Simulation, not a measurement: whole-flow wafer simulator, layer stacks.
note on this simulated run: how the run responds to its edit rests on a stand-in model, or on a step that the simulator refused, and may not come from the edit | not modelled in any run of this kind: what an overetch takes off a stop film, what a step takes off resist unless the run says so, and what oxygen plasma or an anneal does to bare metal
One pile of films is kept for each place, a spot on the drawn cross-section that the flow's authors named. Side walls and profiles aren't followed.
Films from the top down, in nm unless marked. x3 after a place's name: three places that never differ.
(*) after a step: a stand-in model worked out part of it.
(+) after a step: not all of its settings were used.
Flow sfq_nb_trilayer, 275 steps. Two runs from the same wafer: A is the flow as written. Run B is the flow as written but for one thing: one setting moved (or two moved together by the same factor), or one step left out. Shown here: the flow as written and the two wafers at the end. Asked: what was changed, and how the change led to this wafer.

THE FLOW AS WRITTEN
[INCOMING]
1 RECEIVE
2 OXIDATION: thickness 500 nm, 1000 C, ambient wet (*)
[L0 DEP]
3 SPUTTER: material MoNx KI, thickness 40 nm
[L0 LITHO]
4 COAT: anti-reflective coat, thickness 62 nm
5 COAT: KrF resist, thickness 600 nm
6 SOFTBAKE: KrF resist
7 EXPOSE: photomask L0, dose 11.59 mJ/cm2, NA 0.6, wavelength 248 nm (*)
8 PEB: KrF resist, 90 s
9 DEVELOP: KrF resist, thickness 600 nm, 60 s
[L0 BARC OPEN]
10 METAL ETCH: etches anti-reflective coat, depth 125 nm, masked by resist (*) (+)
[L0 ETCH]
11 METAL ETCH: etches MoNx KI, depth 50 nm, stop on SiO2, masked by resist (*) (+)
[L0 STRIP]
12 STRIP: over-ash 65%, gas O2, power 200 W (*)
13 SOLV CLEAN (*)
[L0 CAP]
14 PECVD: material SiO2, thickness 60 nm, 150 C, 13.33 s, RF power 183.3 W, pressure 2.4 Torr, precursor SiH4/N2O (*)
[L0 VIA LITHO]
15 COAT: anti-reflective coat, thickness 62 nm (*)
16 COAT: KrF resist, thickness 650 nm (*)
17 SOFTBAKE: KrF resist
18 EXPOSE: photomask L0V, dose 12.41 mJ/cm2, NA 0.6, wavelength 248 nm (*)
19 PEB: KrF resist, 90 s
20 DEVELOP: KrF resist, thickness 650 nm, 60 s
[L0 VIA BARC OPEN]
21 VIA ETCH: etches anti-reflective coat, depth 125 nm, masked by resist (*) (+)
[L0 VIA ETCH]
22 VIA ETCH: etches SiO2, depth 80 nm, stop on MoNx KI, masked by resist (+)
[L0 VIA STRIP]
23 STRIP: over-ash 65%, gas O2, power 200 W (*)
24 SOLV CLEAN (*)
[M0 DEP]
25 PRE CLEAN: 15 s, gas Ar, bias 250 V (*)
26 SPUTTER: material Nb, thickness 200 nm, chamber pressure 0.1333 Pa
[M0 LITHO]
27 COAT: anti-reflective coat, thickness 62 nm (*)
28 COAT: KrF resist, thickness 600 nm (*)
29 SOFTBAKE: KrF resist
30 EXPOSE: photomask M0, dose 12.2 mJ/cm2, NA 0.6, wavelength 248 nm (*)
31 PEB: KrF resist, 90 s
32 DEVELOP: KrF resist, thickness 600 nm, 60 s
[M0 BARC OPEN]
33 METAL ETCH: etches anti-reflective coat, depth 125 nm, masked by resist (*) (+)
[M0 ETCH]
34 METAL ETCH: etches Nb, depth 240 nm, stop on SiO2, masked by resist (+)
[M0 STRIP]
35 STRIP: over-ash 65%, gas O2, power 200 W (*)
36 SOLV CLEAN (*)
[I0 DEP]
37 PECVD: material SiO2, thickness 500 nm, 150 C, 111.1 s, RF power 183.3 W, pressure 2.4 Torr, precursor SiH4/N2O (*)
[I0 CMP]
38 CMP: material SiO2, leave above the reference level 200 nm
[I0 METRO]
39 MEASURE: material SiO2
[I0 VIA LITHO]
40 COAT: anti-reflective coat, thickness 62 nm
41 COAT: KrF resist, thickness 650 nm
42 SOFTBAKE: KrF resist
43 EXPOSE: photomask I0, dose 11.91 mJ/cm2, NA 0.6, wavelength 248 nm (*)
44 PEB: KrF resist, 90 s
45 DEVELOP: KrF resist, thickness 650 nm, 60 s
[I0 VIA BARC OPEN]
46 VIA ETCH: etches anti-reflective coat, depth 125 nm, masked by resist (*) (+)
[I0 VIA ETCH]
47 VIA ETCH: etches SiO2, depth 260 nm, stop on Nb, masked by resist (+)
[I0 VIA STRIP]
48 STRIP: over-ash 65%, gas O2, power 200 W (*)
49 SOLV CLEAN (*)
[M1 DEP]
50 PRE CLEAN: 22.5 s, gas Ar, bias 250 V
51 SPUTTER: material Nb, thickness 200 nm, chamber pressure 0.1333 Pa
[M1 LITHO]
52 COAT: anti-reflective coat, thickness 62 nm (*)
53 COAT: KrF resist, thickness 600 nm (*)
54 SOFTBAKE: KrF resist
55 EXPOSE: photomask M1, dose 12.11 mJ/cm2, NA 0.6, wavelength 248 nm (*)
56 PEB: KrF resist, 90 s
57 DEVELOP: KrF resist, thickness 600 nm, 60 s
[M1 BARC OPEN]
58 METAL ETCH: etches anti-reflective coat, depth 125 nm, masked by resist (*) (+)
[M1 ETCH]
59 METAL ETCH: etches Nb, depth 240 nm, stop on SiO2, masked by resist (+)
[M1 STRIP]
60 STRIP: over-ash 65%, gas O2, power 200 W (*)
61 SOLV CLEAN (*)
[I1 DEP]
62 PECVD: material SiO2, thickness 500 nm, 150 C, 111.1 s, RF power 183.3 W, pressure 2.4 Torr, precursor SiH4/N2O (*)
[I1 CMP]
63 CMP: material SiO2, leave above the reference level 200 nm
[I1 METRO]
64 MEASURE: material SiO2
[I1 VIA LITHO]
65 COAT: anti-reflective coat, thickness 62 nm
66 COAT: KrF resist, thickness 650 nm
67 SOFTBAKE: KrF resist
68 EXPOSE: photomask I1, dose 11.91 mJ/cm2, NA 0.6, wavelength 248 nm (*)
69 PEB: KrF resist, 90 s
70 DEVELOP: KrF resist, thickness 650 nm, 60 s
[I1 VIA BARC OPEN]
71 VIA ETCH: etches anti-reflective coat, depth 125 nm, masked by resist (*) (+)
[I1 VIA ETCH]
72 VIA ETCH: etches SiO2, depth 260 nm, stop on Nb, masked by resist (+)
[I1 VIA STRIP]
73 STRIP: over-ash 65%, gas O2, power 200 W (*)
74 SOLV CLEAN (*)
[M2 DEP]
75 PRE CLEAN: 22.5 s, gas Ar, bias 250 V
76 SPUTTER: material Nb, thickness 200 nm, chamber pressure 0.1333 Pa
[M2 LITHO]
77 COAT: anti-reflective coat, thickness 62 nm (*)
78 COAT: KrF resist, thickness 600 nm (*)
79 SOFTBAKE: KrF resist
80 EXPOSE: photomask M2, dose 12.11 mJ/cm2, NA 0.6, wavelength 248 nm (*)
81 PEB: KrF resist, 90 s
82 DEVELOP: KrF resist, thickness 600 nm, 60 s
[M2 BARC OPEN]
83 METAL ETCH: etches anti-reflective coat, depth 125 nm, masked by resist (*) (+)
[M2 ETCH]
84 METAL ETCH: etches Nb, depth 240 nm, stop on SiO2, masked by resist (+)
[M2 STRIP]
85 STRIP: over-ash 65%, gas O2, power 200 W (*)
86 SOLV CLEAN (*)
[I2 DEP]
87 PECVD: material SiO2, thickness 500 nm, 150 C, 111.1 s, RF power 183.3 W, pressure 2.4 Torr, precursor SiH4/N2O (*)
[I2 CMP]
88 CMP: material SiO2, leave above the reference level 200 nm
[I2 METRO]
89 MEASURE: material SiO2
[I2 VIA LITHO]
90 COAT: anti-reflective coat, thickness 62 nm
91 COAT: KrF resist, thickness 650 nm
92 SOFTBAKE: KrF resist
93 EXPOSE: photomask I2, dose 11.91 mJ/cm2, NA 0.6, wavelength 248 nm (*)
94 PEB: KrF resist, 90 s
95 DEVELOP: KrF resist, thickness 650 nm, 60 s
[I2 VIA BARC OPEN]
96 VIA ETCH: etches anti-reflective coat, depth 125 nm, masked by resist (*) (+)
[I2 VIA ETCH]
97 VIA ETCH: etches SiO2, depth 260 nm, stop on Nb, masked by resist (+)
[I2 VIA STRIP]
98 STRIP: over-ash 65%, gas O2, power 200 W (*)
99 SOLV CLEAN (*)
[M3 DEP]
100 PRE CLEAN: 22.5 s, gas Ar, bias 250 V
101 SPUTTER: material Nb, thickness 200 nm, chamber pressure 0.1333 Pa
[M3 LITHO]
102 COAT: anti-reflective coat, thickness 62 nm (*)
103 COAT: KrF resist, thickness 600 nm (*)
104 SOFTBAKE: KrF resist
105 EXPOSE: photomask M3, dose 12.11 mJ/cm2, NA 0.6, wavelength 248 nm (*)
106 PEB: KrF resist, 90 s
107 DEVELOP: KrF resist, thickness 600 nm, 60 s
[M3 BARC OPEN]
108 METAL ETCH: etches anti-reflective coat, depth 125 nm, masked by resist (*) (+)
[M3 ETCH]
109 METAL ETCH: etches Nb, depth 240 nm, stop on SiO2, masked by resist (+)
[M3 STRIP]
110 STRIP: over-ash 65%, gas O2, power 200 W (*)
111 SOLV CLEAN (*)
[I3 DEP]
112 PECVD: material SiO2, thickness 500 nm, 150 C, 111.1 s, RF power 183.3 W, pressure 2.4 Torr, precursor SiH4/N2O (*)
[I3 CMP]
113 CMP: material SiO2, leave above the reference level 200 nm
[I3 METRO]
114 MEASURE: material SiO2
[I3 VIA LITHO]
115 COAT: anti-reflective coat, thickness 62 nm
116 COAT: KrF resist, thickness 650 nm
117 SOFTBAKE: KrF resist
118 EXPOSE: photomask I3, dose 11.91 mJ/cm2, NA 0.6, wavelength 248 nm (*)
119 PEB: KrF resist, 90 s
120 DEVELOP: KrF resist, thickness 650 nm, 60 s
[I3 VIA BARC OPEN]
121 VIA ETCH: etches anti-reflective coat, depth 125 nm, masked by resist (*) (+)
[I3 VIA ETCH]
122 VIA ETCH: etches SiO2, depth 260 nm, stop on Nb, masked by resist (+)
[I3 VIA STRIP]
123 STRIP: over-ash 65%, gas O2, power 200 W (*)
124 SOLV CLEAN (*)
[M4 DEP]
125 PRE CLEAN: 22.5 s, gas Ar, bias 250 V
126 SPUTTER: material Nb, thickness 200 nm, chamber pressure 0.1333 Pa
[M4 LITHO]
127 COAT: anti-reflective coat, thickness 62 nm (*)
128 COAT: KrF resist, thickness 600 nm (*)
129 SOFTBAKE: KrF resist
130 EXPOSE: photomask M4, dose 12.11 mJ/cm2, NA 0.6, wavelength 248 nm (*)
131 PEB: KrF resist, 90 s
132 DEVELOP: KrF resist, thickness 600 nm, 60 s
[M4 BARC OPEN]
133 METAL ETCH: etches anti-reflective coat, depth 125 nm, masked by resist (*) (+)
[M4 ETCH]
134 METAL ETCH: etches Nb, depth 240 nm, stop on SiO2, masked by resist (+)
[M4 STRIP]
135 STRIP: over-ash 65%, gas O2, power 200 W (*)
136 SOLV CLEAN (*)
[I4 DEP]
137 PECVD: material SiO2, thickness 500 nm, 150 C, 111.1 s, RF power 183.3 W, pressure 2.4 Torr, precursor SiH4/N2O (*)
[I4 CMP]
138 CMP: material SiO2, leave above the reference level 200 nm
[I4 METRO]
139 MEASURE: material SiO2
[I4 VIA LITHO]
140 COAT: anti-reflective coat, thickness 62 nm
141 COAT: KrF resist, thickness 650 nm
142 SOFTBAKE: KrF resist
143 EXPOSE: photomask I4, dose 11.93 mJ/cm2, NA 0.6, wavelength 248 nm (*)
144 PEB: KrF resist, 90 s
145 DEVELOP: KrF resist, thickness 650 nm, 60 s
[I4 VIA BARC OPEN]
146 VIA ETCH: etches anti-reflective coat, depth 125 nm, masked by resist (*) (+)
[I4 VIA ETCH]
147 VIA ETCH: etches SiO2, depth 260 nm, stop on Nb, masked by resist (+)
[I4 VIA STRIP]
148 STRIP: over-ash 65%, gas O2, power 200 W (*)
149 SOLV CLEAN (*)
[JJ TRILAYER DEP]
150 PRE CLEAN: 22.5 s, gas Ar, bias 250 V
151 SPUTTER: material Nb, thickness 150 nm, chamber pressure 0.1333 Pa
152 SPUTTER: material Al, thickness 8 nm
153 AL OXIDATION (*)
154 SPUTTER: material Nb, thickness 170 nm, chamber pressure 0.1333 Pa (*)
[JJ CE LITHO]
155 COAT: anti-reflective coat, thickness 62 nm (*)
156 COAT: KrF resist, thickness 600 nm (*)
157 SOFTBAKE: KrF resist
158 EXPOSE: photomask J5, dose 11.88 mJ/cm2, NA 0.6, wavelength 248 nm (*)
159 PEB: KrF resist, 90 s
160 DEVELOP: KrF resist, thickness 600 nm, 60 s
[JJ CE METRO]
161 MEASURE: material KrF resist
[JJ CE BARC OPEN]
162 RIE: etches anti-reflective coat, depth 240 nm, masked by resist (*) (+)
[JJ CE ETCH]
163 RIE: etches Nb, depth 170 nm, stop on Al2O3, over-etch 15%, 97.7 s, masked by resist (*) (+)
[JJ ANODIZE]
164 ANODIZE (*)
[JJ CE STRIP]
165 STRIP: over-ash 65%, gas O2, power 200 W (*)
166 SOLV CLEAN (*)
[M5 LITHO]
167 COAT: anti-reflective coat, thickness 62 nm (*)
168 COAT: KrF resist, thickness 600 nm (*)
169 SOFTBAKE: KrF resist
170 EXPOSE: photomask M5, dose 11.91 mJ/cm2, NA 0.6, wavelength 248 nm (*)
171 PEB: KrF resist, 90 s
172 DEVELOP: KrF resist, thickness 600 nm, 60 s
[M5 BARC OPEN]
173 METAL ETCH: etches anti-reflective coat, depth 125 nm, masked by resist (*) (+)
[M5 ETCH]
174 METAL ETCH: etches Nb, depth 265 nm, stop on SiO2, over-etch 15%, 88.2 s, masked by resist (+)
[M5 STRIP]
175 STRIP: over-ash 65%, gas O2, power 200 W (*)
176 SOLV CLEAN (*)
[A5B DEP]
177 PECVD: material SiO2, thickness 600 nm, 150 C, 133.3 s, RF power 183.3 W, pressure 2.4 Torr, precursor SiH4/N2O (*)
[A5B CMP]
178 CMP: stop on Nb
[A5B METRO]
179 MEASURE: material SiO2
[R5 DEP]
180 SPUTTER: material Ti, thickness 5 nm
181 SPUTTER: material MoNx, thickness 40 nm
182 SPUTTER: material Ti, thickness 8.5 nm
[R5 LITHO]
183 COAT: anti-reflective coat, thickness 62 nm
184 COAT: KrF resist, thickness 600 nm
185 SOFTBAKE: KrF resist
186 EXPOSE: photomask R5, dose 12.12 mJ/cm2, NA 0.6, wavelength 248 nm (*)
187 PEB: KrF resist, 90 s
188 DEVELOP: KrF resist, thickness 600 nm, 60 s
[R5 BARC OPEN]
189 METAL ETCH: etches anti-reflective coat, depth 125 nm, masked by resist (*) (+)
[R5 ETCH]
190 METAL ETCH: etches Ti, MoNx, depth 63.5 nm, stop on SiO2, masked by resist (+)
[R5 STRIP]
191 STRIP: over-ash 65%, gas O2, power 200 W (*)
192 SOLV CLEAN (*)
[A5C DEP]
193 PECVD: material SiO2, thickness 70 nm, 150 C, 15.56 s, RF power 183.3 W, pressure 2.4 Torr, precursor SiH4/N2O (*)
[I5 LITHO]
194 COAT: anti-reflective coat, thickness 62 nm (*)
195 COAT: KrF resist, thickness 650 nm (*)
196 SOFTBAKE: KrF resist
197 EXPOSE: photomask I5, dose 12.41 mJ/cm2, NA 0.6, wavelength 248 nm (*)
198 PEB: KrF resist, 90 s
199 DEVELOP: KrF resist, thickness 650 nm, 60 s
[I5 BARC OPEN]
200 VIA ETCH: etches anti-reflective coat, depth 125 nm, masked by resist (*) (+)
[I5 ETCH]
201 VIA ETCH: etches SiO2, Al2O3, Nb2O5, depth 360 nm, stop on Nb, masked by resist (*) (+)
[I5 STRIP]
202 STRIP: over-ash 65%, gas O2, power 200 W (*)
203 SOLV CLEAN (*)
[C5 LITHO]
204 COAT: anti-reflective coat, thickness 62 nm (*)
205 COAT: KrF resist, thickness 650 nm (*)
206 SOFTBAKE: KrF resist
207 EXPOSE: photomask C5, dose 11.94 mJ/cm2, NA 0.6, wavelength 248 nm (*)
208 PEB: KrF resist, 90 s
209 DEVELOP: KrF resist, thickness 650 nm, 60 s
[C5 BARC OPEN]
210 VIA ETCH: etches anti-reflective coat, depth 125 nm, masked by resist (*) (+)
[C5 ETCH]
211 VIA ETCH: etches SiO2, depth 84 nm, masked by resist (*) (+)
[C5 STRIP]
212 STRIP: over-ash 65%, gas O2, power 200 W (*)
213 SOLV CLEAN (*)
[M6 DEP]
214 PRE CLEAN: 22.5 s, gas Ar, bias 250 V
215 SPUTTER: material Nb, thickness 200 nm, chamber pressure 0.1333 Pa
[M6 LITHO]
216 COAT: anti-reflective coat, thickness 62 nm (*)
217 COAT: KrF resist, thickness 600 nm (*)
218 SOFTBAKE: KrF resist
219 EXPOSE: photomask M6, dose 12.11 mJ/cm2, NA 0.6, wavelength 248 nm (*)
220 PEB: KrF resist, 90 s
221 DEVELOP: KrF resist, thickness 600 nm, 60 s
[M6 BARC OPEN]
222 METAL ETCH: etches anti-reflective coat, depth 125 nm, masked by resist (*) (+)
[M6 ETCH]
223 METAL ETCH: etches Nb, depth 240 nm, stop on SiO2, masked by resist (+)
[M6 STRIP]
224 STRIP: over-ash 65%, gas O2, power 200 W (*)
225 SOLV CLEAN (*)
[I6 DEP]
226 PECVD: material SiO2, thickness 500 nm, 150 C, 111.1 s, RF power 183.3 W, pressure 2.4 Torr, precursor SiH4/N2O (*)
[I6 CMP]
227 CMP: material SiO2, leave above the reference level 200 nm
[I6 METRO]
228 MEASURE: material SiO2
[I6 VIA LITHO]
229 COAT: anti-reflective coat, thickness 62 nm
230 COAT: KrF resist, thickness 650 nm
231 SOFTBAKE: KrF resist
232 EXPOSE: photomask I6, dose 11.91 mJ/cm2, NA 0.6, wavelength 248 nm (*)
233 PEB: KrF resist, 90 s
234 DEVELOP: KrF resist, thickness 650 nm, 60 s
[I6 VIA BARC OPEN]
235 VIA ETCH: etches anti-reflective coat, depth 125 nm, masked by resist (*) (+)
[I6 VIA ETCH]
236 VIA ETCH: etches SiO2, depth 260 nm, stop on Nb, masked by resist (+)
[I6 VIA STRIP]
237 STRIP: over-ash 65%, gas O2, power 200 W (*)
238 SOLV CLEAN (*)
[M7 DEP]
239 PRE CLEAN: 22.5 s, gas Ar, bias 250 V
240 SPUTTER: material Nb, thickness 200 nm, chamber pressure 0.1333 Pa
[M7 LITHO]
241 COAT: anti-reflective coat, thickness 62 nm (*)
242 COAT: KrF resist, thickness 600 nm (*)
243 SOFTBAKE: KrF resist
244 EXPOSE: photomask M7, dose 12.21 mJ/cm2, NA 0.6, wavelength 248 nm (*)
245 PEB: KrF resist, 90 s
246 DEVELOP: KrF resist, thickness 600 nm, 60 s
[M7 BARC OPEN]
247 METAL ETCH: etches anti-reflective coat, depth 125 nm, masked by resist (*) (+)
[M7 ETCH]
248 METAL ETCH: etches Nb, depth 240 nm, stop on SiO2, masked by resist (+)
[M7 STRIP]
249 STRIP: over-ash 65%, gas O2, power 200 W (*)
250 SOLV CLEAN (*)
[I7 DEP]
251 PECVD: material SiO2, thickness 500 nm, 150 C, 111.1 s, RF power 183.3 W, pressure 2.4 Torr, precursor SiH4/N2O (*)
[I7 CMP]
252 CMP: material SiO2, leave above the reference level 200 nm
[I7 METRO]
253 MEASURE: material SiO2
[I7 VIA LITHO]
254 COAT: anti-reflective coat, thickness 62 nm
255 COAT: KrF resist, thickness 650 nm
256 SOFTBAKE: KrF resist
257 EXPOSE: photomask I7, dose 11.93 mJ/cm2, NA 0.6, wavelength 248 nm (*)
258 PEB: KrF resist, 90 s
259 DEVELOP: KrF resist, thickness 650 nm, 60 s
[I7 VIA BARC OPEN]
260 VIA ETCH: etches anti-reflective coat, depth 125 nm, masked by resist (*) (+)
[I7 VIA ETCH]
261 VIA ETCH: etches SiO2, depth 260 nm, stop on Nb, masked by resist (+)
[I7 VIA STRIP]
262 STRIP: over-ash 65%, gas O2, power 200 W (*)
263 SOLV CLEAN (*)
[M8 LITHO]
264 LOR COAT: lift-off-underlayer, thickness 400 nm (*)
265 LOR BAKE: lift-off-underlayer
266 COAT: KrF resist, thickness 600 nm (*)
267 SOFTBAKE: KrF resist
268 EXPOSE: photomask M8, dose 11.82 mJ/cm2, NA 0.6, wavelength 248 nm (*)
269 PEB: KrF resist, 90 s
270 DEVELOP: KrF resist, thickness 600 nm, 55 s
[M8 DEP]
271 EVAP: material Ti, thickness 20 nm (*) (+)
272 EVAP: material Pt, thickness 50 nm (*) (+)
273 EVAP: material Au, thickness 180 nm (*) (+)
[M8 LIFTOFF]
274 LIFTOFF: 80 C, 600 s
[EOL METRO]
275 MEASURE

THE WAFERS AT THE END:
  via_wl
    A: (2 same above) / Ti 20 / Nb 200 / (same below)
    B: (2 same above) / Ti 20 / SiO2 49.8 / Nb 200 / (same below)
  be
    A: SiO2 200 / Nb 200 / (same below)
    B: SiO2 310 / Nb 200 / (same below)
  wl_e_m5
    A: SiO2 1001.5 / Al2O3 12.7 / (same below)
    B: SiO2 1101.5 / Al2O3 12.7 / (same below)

The cause: step 252, CMP: leave above the reference level 310 nm was run, where the flow has leave above the reference level 200 nm.
It can be read off the wafer: be has SiO2 310, and step 252 as written asks for 200 nm.

How the change led to this, step by step:
  252 CMP: material SiO2, leave above the reference level 200 nm
      field_l, p4_fl, p4_fm and 56 more: A SiO2 -100 | B nothing
      field_r, lsp_l: A SiO2 -77.7 | B nothing
      (and at 45 more places)
  254 COAT: anti-reflective coat, thickness 62 nm
      m0r_space_l, m0r_space_r, m6r_space_l, m6r_space_r: A anti-reflective coat +62 (new film) | B anti-reflective coat +63.4 (new film)
      p3_s0, wl_e_sr: A anti-reflective coat +62 (new film) | B anti-reflective coat +63.3 (new film)
      (and at 19 more places)
  255 COAT: KrF resist, thickness 650 nm
      lsp_l: A KrF resist +650 (new film) | B KrF resist +664 (new film)
  261 VIA ETCH: etches SiO2, depth 260 nm, stop on Nb, masked by resist (+)
      via_wl, via_w, via_wr: A SiO2 -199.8 (all of it) | B SiO2 -260
  262 STRIP: over-ash 65%, gas O2, power 200 W (*)
      m0r_space_l, m0r_space_r, m6r_space_l, m6r_space_r: A KrF resist -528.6 (all of it), anti-reflective coat -62 (all of it) | B KrF resist -530.1 (all of it), anti-reflective coat -63.4 (all of it)
      m5r_linepad_l, m5r_linepad_r: A KrF resist -528.6 (all of it), anti-reflective coat -62 (all of it) | B KrF resist -527.1 (all of it), anti-reflective coat -66.4 (all of it)
      (and at 19 more places)
  264 LOR COAT: lift-off-underlayer, thickness 400 nm (*)
      v_sur: A lift-off-underlayer +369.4 (new film) | B lift-off-underlayer +359 (new film)
      via_wl: A lift-off-underlayer +549.8 (new film) | B lift-off-underlayer +591.5 (new film)
      (and at 7 more places)
  270 DEVELOP: KrF resist, thickness 600 nm, 55 s
      v_sur: A KrF resist -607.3 (all of it), lift-off-underlayer -369.4 (all of it) | B KrF resist -607.3 (all of it), lift-off-underlayer -359 (all of it)
      via_wl: A KrF resist -623.9 (all of it), lift-off-underlayer -549.8 (all of it) | B KrF resist -631.2 (all of it), lift-off-underlayer -591.5 (all of it)
      (and at 3 more places)
  274 LIFTOFF: 80 C, 600 s
      field_r: A Au -180 (all of it), Pt -50 (all of it), Ti -20 (all of it), KrF resist -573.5 (all of it), lift-off-underlayer -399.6 (all of it) | B Au -180 (all of it), Pt -50 (all of it), Ti -20 (all of it), KrF resist -576.9 (all of it), lift-off-underlayer -420.1 (all of it)
      lsp_l: A Au -180 (all of it), Pt -50 (all of it), Ti -20 (all of it), KrF resist -573.4 (all of it), lift-off-underlayer -399.6 (all of it) | B Au -180 (all of it), Pt -50 (all of it), Ti -20 (all of it), KrF resist -577.7 (all of it), lift-off-underlayer -419 (all of it)
      (and at 2 more places)
Counting metal films that touch as one body, via_wl has 8 bodies (between them, from the top down: SiO2 49.8; SiO2 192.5; SiO2 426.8 / Al2O3 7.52 / Nb2O5 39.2; SiO2 192.5; SiO2 192.5; SiO2 192.5; SiO2 192.5); the flow as written gives 7 bodies (between them, from the top down: SiO2 192.5; SiO2 426.8 / Al2O3 7.52 / Nb2O5 39.2; SiO2 192.5; SiO2 192.5; SiO2 192.5; SiO2 192.5).
